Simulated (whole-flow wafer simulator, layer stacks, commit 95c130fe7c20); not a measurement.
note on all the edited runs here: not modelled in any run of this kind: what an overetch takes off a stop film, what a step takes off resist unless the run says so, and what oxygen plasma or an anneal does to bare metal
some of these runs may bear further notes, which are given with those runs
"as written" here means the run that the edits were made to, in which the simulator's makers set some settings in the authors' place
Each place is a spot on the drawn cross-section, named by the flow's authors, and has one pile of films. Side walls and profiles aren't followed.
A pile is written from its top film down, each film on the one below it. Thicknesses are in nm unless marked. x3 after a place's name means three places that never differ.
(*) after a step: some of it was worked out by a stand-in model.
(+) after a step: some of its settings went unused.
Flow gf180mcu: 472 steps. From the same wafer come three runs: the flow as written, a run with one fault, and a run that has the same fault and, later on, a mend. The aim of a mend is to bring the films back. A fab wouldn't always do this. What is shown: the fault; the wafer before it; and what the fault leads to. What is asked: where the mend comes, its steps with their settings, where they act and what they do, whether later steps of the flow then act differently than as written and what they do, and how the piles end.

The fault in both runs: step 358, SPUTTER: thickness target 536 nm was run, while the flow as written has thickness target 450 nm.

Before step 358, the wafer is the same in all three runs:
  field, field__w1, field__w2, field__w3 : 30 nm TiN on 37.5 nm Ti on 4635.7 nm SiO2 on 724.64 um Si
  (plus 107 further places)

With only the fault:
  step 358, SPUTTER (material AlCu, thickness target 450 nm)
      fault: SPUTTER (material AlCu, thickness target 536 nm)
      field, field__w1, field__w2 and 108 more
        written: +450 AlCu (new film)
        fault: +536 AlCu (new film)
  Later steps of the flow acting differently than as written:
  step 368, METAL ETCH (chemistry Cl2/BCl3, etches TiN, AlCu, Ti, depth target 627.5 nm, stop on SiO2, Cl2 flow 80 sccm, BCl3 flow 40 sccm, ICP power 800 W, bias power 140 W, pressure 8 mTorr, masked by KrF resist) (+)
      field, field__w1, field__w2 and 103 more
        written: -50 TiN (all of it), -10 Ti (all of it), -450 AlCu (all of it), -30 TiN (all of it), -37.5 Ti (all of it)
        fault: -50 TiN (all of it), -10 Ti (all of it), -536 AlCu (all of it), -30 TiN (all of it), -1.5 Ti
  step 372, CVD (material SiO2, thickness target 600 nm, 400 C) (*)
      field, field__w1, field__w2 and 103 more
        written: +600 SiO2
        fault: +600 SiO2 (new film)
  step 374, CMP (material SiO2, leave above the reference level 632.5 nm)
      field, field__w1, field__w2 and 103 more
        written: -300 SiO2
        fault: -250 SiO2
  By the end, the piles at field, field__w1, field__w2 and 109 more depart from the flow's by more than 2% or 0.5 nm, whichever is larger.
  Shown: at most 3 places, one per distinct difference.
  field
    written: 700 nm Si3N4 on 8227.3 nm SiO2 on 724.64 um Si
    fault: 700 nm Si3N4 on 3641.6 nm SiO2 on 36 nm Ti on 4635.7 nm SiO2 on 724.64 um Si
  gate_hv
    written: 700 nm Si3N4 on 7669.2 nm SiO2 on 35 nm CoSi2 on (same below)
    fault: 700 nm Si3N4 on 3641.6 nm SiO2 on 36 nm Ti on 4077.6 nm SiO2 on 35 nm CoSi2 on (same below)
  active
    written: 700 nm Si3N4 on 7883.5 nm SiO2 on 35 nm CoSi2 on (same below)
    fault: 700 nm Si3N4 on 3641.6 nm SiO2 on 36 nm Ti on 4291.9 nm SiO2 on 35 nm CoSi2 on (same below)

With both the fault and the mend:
  After step 358 comes the mend.
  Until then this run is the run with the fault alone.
  step 358a, METAL ETCH (chemistry Cl2/BCl3, etches TiN, AlCu, Ti, depth target 86 nm, Cl2 flow 80 sccm, BCl3 flow 40 sccm, ICP power 800 W, bias power 140 W, pressure 8 mTorr) (a further turn of the flow's step 260, with different settings)
      field, field__w1, field__w2 and 108 more
        -86 AlCu
  Every later step of the flow that is run acts as written at every place that is followed.
  The piles end the same as the flow's at every place that both follow.
